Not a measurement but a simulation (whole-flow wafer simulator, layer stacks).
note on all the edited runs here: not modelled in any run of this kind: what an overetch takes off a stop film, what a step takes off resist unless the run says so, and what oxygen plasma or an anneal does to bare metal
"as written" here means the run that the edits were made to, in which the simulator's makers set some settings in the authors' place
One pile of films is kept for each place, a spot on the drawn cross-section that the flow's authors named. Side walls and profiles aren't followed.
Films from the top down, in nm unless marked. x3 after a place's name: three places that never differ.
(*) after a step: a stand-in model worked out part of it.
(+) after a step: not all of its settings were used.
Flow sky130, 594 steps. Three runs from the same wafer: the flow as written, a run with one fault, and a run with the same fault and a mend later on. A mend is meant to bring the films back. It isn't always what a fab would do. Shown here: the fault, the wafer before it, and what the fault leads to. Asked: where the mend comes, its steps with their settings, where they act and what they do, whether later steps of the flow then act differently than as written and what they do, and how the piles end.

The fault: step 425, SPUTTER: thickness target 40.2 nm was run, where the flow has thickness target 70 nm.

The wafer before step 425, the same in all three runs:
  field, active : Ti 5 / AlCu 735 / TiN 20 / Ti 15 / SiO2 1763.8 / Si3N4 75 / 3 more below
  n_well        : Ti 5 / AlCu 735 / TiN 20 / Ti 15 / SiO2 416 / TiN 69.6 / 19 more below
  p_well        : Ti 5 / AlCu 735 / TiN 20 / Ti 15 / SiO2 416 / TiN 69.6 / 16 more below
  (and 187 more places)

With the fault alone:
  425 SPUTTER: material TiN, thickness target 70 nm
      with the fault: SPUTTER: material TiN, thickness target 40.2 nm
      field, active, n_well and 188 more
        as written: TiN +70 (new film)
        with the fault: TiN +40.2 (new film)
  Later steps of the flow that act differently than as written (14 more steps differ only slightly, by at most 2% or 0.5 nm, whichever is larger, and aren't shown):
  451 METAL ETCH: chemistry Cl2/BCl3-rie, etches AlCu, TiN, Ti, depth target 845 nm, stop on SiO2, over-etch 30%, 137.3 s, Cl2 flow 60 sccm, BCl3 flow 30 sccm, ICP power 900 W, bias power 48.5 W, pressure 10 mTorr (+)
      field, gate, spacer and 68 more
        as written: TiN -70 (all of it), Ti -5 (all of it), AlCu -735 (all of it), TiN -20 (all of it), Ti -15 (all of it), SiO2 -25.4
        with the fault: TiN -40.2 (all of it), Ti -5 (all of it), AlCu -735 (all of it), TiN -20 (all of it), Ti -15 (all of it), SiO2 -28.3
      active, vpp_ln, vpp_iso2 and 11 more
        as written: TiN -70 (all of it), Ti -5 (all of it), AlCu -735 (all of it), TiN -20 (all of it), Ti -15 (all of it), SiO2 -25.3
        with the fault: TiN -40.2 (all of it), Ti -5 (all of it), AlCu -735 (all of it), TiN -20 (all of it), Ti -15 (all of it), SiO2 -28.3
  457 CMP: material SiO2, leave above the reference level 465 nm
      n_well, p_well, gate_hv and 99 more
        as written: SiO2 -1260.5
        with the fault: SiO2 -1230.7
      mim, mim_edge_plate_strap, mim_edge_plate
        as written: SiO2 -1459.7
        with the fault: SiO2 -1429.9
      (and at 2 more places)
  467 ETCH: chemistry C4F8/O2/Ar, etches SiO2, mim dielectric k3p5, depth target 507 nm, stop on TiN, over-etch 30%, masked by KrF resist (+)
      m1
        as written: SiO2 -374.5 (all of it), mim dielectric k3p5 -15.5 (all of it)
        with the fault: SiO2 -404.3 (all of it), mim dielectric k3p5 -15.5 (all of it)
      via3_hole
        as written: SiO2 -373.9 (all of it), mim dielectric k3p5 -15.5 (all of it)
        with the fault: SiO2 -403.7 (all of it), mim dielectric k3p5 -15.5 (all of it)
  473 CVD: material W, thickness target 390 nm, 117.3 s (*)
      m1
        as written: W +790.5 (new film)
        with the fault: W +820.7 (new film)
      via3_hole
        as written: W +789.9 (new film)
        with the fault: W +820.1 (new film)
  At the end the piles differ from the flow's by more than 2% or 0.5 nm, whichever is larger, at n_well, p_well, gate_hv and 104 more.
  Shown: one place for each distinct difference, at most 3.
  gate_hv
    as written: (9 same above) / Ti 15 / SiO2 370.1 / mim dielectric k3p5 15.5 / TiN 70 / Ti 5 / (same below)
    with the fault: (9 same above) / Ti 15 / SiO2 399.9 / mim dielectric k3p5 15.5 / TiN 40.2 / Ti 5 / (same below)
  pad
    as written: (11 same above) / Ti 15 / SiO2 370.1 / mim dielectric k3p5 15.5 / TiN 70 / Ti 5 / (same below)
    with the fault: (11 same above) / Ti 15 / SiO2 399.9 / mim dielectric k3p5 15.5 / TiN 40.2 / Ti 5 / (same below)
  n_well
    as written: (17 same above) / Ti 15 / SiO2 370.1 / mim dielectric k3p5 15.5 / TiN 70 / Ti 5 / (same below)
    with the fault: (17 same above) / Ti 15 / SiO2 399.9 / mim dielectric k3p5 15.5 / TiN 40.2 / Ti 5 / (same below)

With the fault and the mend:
  The mend comes after step 425.
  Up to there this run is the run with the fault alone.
  425a SPUTTER: material TiN, thickness target 29.8 nm (the flow's step 425 once more, with other settings)
      field, active, n_well and 188 more
        TiN +29.8
  No later step of the flow acts differently than as written at any place that is followed.
  At the end the piles are the same as the flow's at every place that both follow.
